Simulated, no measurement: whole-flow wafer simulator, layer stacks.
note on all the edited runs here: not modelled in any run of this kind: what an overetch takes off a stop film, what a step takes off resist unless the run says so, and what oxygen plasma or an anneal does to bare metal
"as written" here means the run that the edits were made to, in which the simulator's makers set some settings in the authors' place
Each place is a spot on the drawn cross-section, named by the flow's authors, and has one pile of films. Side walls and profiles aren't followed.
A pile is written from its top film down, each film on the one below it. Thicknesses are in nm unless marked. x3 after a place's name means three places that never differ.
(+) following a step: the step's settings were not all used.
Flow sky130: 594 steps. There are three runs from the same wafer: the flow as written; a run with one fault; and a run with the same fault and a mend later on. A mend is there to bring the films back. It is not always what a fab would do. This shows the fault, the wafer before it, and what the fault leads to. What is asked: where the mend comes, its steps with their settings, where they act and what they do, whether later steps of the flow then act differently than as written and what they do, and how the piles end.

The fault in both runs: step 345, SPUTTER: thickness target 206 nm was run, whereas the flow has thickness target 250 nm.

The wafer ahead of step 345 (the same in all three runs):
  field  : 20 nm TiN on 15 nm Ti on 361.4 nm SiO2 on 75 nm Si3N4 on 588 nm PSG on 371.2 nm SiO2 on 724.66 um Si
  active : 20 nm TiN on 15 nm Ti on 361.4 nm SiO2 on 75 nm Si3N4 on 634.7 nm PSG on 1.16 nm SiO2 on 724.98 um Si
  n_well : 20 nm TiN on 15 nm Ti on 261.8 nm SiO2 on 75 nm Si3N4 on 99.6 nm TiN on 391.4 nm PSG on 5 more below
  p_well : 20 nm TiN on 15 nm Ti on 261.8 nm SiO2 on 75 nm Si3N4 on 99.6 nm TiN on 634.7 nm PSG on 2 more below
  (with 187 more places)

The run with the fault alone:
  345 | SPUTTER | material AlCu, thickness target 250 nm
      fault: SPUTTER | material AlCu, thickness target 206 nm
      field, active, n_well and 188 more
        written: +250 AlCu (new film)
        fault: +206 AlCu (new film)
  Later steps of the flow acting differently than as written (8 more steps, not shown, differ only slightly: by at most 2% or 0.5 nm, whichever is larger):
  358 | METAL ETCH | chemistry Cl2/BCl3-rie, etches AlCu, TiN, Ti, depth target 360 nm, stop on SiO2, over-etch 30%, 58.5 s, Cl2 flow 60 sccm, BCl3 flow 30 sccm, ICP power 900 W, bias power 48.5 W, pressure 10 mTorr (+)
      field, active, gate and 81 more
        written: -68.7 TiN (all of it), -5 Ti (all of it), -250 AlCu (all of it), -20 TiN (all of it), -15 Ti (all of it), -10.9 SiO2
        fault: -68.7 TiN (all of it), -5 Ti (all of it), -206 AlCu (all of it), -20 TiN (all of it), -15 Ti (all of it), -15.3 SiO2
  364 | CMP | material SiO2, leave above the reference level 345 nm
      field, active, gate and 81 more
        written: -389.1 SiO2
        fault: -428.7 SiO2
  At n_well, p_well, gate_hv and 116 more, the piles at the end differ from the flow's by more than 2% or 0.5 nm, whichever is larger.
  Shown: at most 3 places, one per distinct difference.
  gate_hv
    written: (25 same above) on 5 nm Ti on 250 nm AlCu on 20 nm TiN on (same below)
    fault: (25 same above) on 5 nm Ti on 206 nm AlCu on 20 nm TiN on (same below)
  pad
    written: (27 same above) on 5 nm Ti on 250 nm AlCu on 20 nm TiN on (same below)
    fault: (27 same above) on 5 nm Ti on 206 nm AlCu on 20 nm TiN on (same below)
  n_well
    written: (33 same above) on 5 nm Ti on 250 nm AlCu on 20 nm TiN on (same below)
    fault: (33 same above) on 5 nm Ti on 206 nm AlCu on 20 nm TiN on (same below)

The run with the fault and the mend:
  The mend stands after step 345.
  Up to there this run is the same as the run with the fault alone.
  345a | SPUTTER | material AlCu, thickness target 44 nm (the flow's step 345, run once more with other settings)
      field, active, n_well and 188 more
        +44 AlCu
  Later steps of the flow that are run all act as written at every place that is followed.
  The piles end the same as the flow's at every place that both follow.
